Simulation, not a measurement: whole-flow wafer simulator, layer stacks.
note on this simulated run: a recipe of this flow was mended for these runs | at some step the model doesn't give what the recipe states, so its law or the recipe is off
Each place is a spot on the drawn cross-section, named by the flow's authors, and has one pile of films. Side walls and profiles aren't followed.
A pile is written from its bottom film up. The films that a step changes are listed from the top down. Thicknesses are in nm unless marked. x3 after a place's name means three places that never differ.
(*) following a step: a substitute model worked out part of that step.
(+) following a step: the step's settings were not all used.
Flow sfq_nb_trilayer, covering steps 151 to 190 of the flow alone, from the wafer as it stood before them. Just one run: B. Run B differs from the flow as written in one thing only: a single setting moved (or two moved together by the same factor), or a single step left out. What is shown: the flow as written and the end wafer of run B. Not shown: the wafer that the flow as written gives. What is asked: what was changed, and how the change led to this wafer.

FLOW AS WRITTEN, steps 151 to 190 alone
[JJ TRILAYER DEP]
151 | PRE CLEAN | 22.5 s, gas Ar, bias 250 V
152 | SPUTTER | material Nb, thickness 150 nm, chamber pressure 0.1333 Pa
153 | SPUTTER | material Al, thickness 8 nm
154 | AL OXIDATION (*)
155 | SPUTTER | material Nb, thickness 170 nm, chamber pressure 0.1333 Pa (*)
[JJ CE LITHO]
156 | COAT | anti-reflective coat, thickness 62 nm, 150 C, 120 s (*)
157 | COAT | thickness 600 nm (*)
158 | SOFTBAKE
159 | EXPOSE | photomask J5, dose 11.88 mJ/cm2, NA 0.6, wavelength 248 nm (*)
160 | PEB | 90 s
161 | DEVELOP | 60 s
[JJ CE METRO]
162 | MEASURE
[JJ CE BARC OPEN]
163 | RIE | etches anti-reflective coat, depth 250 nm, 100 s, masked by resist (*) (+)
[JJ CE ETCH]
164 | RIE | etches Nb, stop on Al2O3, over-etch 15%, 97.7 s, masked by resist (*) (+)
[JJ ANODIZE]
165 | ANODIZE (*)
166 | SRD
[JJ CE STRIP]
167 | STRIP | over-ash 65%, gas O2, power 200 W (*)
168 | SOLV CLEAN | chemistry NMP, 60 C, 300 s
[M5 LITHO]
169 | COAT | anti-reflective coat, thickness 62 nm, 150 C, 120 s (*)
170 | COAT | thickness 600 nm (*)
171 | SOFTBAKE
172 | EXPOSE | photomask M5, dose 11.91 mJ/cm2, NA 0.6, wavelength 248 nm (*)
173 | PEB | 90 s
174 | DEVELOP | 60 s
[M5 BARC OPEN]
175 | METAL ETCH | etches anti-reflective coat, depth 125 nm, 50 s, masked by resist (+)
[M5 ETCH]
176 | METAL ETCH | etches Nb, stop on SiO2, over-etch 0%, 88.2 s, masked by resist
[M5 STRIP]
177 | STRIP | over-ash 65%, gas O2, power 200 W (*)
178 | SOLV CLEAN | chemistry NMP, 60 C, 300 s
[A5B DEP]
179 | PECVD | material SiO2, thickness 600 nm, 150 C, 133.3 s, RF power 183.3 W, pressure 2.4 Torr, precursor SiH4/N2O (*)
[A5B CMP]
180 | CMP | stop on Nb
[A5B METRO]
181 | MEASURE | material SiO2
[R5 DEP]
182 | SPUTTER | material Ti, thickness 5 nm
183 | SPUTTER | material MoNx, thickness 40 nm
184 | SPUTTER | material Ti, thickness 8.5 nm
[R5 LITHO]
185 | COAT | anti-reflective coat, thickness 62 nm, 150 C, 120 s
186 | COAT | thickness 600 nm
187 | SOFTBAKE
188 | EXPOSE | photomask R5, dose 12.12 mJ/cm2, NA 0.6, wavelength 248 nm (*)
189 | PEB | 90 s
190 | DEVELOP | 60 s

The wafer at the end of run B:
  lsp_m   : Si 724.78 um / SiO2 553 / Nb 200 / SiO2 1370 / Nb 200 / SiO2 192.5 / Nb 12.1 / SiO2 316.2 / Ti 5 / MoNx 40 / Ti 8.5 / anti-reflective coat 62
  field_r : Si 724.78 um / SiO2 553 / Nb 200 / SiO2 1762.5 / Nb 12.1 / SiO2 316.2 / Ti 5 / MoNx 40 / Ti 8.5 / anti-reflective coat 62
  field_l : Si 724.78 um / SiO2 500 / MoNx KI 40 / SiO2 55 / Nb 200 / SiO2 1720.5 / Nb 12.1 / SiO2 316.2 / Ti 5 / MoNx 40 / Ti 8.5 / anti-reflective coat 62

What caused this: step 176, METAL ETCH: 56.45 s was run, though the flow has 88.2 s.

How this came from the change, step by step:
  176 | METAL ETCH | etches Nb, stop on SiO2, over-etch 0%, 88.2 s, masked by resist
      field_l, res, r_end and 47 more: -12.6 Al2O3 (all of it), -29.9 Nb2O5 (all of it), -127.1 Nb (as written it would have been: -12.6 Al2O3 (all of it), -29.9 Nb2O5 (all of it), -139.2 Nb (all of it), -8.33 SiO2)
      r_sur, wl_a_sl, wl_a_m6: -12.5 Al2O3 (all of it), -29.9 Nb2O5 (all of it), -127.1 Nb (as written it would have been: -12.5 Al2O3 (all of it), -29.9 Nb2O5 (all of it), -139.2 Nb (all of it), -8.33 SiO2)
      (also at 53 further places)
  177 | STRIP | over-ash 65%, gas O2, power 200 W (*)
      l0r_line_l x3, l0r_space_c x22, m0r_space_l x2, r5r_line_l x3: -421 KrF-resist-other-grade (all of it), -62 anti-reflective coat (all of it) (as written it would have been: -373.3 KrF-resist-other-grade (all of it), -62 anti-reflective coat (all of it))
      v_sur: -414.2 KrF-resist-other-grade (all of it), -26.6 anti-reflective coat (all of it) (as written it would have been: -366.5 KrF-resist-other-grade (all of it), -26.6 anti-reflective coat (all of it))
      (also at 22 further places)
  179 | PECVD | material SiO2, thickness 600 nm, 150 C, 133.3 s, RF power 183.3 W, pressure 2.4 Torr, precursor SiH4/N2O (*)
      field_l, lsp_m, ln_m6 and 44 more: +600 SiO2 (new film) (as written it would have been: +600 SiO2)
      r_sur, res, r_end, moat, field_r, lsp_l: +593.8 SiO2 (new film) (as written it would have been: +593.1 SiO2)
  180 | CMP | stop on Nb
      field_l, lsp_m, ln_m6 and 42 more: -283.8 SiO2 (as written it would have been: -263.3 SiO2)
      r_sur, res, r_end, moat, field_r, lsp_l: -277.6 SiO2 (as written it would have been: -256.4 SiO2)
      (also at 2 further places)
With metal films that touch counted as one body, lsp_m has 4 bodies (between them, from the top down: SiO2 316.2; SiO2 192.5; SiO2 1370); the flow as written gives 3 bodies (between them, from the top down: SiO2 520.9; SiO2 1370).
With metal films that touch counted as one body, field_r has 3 bodies (between them, from the top down: SiO2 316.2; SiO2 1762.5); the flow as written gives 2 bodies (between them, from the top down: SiO2 2090.9).
With metal films that touch counted as one body, field_l has 4 bodies (between them, from the top down: SiO2 316.2; SiO2 1720.5; SiO2 55); the flow as written gives 3 bodies (between them, from the top down: SiO2 2048.9; SiO2 55).
